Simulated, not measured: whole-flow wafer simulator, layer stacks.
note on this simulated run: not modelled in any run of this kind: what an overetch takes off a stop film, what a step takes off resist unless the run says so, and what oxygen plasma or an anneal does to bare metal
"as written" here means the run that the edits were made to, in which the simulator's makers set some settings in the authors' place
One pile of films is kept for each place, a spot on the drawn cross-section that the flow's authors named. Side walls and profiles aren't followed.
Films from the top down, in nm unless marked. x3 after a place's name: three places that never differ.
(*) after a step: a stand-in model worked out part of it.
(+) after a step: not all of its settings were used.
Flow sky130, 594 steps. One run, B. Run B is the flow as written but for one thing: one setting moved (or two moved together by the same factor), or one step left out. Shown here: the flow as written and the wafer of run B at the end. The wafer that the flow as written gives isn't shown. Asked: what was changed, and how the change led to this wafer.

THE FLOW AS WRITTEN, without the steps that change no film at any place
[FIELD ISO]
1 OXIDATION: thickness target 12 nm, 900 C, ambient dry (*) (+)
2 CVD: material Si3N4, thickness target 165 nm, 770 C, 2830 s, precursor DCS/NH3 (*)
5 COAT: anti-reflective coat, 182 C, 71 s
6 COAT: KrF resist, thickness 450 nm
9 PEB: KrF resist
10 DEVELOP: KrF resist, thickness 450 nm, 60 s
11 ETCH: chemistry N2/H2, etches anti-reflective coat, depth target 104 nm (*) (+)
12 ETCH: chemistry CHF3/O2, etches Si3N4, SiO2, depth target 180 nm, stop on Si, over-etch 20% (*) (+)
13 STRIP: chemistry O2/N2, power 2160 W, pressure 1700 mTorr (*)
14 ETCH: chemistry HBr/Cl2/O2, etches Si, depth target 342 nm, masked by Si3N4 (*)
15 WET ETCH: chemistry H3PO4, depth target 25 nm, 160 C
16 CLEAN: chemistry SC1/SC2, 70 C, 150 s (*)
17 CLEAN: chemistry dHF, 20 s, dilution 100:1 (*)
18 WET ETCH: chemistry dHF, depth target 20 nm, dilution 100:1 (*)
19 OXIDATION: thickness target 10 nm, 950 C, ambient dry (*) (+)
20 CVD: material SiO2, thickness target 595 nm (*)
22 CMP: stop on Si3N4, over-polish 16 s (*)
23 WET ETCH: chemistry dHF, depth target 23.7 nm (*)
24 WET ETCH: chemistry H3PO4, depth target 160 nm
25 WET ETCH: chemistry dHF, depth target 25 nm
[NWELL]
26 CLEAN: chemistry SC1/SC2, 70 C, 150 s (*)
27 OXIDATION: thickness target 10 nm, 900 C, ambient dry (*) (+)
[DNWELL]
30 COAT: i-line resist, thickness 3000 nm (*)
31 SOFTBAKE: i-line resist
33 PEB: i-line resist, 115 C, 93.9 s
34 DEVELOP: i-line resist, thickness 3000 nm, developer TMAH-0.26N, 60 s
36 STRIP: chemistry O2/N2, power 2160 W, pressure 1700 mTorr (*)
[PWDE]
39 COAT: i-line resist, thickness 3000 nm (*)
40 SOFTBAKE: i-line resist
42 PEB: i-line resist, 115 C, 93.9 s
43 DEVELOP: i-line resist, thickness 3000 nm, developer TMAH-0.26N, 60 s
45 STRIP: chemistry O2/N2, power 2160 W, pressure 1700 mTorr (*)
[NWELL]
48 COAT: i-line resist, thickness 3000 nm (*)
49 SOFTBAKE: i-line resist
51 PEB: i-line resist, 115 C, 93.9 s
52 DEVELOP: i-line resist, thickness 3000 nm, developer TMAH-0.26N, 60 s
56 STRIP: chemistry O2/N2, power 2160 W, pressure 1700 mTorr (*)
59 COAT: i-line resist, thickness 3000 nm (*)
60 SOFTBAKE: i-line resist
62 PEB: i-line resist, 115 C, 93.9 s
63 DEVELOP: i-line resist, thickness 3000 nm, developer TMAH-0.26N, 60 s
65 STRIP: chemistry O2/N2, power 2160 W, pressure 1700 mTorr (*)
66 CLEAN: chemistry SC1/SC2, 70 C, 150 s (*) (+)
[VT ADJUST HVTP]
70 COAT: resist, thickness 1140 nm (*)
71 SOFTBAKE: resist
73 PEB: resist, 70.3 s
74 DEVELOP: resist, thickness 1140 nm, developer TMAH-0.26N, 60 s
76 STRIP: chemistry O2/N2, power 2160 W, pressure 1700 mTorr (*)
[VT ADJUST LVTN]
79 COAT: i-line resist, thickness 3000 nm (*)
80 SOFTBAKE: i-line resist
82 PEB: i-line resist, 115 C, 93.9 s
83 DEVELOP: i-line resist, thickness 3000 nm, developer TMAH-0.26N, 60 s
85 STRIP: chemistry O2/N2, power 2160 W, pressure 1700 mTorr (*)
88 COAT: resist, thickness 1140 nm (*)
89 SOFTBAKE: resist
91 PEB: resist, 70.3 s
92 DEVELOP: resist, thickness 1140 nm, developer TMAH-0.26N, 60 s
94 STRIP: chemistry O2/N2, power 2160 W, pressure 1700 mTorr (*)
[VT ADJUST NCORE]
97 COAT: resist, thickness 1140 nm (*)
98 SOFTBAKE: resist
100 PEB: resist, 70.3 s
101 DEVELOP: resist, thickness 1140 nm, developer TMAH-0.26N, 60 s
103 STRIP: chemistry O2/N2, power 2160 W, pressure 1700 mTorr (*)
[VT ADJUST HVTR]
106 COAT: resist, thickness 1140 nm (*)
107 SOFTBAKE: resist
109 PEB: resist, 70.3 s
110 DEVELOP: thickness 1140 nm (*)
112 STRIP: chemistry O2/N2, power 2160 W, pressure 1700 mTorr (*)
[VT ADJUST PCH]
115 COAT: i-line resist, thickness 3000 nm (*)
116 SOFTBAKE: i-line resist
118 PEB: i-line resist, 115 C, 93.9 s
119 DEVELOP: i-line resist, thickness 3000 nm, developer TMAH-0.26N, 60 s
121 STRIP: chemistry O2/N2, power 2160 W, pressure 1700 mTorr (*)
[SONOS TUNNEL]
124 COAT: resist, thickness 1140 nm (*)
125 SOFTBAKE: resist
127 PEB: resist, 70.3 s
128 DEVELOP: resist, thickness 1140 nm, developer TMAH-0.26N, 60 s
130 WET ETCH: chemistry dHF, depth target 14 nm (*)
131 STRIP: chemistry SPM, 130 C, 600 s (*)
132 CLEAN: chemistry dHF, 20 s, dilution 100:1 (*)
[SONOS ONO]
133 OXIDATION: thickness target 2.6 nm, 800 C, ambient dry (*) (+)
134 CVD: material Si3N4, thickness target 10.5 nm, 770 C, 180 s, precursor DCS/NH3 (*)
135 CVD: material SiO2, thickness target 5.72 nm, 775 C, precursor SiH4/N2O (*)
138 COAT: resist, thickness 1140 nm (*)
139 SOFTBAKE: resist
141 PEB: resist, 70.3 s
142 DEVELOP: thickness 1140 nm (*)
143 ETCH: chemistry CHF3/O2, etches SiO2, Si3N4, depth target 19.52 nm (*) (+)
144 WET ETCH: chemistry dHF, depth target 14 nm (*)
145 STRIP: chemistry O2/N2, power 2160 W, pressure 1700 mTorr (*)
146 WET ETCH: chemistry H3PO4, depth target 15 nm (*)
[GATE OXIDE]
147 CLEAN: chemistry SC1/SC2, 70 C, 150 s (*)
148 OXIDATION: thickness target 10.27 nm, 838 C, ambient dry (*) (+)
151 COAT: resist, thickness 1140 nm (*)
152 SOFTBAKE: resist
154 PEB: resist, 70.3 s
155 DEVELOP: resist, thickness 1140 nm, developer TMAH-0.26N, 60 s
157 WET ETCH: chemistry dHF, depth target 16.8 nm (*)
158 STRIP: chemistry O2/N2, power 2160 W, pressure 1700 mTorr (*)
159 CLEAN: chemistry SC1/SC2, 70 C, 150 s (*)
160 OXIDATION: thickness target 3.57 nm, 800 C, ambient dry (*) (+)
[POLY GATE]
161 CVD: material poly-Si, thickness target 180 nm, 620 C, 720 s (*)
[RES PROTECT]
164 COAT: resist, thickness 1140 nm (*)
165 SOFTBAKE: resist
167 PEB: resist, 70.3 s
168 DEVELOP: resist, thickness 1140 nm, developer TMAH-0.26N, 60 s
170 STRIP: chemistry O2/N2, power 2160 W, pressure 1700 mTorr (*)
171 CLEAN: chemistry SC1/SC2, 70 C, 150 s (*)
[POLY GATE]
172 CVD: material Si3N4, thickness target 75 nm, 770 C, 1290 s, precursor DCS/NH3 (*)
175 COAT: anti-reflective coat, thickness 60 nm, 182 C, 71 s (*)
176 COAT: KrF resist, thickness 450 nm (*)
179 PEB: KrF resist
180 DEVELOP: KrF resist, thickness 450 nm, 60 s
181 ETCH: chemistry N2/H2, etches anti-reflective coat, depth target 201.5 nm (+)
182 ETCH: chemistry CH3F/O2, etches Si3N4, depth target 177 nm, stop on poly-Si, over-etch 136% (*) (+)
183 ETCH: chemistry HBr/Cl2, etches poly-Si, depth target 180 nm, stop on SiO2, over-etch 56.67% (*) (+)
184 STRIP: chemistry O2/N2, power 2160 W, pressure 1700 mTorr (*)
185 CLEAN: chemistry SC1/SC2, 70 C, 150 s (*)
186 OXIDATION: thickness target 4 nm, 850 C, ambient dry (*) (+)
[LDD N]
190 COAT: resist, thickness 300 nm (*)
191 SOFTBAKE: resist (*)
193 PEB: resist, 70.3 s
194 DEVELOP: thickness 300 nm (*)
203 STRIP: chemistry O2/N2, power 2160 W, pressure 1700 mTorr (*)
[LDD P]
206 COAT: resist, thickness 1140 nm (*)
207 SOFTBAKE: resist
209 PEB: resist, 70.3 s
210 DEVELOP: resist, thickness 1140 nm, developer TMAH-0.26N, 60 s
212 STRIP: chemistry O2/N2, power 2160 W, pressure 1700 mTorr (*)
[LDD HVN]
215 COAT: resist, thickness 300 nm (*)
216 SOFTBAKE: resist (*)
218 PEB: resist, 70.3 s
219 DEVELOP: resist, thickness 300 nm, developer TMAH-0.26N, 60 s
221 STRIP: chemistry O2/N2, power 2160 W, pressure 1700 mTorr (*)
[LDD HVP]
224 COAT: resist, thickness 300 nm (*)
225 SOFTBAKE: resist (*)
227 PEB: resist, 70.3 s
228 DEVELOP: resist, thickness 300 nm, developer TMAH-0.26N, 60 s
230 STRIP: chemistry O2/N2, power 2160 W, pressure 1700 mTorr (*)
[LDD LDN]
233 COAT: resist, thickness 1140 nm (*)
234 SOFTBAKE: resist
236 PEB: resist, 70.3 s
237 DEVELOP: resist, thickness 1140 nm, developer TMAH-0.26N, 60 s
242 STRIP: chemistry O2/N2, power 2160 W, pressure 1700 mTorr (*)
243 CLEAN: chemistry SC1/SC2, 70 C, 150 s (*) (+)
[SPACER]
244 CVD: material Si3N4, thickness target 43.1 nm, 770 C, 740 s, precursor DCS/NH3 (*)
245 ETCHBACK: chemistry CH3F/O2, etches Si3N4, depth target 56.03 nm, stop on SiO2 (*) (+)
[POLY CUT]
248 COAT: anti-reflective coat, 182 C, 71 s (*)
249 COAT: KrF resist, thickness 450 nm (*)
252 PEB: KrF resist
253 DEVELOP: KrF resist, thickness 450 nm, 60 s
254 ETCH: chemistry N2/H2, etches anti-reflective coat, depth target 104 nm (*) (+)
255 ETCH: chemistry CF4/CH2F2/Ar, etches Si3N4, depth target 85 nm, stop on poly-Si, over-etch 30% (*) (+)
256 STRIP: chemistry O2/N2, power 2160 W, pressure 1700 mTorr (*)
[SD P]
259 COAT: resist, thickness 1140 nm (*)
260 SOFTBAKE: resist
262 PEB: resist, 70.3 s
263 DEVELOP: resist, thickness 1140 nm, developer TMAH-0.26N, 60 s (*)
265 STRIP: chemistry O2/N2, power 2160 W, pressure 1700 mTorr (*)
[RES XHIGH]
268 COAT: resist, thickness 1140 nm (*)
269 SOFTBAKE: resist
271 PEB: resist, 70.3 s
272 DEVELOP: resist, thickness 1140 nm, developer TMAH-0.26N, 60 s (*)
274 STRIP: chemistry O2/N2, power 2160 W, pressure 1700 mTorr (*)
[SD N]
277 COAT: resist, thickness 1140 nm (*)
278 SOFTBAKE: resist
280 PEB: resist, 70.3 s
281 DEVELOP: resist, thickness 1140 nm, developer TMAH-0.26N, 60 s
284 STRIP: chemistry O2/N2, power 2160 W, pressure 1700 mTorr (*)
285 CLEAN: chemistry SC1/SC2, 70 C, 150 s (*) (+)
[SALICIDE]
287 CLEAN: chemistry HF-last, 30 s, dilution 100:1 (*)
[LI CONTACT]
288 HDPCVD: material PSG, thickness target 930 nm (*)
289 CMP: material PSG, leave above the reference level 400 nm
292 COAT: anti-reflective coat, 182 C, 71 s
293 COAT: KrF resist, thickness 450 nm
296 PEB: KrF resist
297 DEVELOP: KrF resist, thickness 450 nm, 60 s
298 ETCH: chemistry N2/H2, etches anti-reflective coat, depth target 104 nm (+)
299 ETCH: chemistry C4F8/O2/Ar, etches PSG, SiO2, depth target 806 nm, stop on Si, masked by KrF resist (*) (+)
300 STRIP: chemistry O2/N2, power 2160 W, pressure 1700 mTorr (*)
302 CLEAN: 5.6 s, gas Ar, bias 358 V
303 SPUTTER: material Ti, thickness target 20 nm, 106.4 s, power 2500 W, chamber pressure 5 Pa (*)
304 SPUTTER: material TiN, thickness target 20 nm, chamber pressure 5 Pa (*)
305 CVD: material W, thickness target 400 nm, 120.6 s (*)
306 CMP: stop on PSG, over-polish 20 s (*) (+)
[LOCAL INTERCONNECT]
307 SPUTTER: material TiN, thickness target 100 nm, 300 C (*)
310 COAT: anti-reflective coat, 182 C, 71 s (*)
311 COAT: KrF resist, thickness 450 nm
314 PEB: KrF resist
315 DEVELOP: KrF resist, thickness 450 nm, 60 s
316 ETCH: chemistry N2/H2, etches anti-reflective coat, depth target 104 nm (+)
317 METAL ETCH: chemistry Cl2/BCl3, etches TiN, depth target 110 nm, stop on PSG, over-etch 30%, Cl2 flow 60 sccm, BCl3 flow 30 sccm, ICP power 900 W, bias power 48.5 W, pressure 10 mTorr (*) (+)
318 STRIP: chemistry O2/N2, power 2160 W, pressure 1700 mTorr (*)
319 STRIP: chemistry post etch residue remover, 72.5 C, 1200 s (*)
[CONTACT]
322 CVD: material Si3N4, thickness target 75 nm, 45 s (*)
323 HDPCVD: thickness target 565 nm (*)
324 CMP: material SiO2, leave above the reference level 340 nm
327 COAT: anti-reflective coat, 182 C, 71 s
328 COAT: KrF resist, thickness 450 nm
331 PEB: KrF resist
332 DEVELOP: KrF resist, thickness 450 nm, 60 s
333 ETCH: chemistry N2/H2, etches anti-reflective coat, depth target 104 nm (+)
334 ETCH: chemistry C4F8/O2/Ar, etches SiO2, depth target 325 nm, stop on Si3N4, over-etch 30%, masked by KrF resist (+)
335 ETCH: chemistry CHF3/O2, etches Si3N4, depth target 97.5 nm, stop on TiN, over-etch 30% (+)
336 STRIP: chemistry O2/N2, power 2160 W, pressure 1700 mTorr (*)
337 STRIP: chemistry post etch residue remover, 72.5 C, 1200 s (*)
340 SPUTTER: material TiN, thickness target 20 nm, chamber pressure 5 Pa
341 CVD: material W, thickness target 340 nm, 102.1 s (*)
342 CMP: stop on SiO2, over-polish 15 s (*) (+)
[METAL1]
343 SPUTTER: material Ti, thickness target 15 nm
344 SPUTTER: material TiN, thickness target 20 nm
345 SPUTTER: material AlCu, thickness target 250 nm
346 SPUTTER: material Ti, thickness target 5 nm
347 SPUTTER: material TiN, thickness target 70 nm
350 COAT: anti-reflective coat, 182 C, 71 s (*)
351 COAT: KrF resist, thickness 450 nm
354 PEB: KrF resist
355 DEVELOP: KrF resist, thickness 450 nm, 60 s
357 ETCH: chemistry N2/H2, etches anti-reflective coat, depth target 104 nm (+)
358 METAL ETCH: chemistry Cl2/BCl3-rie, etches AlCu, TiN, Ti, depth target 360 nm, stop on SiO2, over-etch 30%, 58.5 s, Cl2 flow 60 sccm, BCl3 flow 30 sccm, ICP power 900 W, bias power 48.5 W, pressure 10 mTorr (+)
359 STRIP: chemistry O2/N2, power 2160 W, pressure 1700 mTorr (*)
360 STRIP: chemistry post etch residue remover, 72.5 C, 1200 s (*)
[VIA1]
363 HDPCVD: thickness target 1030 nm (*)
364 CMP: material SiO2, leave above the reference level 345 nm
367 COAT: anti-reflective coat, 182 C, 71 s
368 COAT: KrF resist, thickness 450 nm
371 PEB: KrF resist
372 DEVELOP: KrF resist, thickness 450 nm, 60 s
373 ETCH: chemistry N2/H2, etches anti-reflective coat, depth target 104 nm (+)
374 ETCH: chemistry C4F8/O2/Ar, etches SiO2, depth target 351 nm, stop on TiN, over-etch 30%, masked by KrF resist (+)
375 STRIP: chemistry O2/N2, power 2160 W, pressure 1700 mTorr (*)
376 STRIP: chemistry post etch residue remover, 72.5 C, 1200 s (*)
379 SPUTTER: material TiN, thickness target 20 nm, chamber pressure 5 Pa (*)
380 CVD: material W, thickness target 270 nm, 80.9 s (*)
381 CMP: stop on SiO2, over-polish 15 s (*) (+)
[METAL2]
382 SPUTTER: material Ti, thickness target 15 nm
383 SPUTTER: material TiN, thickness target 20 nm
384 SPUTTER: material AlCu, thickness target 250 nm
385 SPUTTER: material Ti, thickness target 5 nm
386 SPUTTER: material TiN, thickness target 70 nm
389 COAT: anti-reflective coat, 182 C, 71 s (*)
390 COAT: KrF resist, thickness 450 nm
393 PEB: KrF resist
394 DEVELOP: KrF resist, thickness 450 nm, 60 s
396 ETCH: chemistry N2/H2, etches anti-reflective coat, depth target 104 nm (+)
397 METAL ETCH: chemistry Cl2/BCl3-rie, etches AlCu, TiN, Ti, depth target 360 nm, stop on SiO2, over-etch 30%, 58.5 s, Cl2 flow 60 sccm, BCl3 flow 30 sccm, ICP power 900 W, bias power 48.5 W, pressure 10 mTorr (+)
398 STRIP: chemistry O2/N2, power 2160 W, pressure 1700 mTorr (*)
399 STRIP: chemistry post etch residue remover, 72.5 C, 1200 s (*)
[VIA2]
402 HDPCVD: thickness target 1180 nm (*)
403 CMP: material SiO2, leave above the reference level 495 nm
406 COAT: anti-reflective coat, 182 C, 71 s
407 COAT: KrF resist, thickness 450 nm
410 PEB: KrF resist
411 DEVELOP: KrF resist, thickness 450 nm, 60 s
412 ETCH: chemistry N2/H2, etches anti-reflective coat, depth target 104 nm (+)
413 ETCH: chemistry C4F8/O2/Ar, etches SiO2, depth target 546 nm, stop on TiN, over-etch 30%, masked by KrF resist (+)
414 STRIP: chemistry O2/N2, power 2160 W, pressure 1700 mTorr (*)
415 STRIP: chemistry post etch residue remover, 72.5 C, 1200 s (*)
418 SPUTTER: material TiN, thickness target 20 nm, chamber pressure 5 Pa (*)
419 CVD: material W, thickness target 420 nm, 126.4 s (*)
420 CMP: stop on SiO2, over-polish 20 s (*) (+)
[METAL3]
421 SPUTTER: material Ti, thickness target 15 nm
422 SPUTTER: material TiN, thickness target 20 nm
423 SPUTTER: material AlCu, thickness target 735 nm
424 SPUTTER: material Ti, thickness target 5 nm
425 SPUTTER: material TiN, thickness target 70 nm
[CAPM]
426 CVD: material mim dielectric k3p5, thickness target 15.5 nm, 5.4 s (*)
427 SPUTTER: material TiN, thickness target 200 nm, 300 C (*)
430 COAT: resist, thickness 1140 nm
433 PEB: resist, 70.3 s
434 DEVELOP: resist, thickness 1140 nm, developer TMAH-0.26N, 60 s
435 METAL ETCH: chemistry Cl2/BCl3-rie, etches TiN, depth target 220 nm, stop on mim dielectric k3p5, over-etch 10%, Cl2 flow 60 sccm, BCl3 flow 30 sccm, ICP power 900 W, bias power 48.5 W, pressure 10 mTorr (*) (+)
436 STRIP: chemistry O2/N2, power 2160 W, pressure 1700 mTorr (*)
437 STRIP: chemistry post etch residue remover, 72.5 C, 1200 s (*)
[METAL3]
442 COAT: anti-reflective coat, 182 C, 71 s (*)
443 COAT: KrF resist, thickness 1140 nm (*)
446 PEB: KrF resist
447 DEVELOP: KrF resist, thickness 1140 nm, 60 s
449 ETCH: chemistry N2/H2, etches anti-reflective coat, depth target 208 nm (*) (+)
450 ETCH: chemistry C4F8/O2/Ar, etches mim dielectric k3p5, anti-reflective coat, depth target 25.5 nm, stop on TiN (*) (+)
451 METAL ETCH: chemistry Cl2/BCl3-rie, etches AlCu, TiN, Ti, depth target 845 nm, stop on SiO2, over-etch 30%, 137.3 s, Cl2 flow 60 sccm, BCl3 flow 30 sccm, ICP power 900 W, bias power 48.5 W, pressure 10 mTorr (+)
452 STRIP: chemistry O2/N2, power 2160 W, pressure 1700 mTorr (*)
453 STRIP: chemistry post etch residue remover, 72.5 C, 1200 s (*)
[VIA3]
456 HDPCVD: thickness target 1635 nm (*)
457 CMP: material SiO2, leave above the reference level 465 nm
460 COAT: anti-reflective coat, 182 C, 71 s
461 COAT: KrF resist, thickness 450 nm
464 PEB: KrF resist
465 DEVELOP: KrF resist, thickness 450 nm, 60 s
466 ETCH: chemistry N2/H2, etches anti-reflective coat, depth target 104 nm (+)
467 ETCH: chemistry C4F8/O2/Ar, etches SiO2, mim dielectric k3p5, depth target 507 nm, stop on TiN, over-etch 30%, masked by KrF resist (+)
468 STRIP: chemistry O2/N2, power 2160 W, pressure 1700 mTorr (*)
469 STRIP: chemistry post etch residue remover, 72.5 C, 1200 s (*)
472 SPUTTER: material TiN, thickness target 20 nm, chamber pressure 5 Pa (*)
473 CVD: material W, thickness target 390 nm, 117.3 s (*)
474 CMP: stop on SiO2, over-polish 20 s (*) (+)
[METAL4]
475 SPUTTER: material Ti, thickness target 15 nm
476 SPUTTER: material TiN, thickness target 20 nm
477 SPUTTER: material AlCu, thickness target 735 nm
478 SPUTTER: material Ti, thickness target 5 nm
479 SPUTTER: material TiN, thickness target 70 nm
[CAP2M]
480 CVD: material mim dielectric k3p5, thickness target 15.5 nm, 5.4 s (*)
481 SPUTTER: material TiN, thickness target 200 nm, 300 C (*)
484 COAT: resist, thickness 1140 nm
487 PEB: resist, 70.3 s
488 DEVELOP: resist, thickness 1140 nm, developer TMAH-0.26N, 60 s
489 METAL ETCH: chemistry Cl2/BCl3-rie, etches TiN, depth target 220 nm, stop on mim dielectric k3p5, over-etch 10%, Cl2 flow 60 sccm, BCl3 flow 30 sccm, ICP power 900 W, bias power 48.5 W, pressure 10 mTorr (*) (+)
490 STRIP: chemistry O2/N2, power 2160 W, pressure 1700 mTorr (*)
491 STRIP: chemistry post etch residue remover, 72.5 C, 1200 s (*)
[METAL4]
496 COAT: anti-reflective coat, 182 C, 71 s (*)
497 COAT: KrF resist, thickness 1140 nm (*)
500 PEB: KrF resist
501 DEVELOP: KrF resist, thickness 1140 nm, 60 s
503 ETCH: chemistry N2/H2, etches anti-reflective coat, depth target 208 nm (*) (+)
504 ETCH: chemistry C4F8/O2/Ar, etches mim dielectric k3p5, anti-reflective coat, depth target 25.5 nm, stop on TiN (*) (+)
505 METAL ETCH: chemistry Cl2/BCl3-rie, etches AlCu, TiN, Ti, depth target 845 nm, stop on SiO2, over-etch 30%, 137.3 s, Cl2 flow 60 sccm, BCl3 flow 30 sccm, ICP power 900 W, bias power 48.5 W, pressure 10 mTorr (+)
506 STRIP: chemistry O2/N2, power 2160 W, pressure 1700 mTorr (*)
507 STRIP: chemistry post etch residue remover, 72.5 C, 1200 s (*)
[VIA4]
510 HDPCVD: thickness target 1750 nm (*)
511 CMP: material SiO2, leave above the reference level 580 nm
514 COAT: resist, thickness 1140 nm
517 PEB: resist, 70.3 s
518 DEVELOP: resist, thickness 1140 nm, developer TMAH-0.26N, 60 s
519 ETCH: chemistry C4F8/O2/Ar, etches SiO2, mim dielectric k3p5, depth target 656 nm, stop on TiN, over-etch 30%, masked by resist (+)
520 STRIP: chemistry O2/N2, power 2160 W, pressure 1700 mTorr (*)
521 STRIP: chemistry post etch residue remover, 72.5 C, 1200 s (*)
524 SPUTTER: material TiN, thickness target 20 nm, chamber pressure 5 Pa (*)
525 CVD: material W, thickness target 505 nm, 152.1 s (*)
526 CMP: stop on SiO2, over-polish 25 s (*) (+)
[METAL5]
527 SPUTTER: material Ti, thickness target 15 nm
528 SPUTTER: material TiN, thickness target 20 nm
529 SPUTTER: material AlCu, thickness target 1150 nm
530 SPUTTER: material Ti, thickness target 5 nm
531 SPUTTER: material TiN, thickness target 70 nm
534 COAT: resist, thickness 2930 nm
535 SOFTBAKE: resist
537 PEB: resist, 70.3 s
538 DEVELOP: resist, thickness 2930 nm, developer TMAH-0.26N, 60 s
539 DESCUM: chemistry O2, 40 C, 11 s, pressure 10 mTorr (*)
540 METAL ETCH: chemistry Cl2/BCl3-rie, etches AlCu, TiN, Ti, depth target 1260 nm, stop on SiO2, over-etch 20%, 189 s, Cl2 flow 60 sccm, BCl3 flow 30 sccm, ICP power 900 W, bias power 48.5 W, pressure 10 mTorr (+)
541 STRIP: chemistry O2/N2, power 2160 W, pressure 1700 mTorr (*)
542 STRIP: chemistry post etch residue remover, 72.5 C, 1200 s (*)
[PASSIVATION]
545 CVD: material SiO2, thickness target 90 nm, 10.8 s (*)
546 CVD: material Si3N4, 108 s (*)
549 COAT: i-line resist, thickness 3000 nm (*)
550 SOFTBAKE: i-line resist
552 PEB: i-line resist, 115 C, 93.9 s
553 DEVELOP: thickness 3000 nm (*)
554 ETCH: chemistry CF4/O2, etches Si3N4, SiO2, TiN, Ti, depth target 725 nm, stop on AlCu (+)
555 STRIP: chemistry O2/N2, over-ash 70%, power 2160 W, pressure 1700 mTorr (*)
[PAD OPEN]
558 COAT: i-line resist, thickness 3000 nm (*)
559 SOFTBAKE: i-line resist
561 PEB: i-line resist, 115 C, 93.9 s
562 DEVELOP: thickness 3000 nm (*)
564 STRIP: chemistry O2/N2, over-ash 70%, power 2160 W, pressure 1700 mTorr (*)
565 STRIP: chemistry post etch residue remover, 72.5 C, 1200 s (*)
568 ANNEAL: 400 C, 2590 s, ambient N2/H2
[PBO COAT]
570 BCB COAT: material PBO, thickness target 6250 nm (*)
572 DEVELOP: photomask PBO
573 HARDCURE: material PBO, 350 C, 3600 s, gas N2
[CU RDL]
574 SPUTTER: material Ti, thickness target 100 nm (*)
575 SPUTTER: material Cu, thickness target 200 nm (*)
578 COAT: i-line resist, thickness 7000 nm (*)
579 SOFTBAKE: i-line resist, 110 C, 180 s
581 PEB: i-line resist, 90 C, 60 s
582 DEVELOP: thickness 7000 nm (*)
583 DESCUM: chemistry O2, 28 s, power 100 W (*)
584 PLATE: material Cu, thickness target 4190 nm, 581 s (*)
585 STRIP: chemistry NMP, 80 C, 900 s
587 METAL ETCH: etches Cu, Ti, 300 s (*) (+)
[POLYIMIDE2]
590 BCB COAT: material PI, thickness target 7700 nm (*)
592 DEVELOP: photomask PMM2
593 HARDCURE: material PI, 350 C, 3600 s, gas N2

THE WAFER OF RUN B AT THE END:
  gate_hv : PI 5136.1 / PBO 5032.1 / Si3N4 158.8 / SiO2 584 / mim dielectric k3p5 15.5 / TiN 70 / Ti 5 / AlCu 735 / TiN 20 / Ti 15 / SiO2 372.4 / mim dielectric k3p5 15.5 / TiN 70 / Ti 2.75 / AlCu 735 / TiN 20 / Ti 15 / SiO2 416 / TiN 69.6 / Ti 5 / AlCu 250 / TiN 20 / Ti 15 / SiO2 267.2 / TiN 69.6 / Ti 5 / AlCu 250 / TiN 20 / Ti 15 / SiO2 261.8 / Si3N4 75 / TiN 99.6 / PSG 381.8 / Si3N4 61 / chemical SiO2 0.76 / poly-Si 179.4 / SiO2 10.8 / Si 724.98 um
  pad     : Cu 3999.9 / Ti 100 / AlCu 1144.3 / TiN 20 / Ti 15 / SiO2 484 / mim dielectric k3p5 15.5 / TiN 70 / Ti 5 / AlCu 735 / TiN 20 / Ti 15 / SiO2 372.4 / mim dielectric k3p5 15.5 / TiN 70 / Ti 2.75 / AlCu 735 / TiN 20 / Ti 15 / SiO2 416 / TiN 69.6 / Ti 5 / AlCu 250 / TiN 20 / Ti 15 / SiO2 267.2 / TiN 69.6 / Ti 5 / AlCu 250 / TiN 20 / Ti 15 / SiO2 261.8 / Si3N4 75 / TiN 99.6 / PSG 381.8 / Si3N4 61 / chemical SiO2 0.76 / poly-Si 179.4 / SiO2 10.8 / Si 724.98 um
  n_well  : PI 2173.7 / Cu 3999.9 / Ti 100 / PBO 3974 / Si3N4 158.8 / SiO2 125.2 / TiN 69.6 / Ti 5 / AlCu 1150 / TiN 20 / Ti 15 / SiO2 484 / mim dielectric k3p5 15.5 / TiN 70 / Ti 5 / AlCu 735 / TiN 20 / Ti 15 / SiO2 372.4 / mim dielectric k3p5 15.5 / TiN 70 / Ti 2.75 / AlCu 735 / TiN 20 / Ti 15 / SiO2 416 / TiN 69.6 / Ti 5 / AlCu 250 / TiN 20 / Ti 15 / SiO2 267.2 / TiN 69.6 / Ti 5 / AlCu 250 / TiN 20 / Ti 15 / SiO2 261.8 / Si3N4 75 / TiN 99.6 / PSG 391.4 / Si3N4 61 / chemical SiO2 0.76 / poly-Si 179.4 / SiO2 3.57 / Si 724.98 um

The cause: step 424, SPUTTER: thickness target 2.75 nm was run, where the flow has thickness target 5 nm.
It can be read off the wafer: gate_hv has Ti 2.75, and step 424 as written asks for 5 nm.

How the change led to this, step by step:
  424 SPUTTER: material Ti, thickness target 5 nm
      field, active, n_well and 188 more: Ti +2.75 (new film) (as written it would be: Ti +5 (new film))
  451 METAL ETCH: chemistry Cl2/BCl3-rie, etches AlCu, TiN, Ti, depth target 845 nm, stop on SiO2, over-etch 30%, 137.3 s, Cl2 flow 60 sccm, BCl3 flow 30 sccm, ICP power 900 W, bias power 48.5 W, pressure 10 mTorr (+)
      field, gate, spacer and 68 more: TiN -70 (all of it), Ti -2.75 (all of it), AlCu -735 (all of it), TiN -20 (all of it), Ti -15 (all of it), SiO2 -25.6 (as written it would be: TiN -70 (all of it), Ti -5 (all of it), AlCu -735 (all of it), TiN -20 (all of it), Ti -15 (all of it), SiO2 -25.4)
      active, vpp_ln, vpp_iso2 and 11 more: TiN -70 (all of it), Ti -2.75 (all of it), AlCu -735 (all of it), TiN -20 (all of it), Ti -15 (all of it), SiO2 -25.6 (as written it would be: TiN -70 (all of it), Ti -5 (all of it), AlCu -735 (all of it), TiN -20 (all of it), Ti -15 (all of it), SiO2 -25.3)
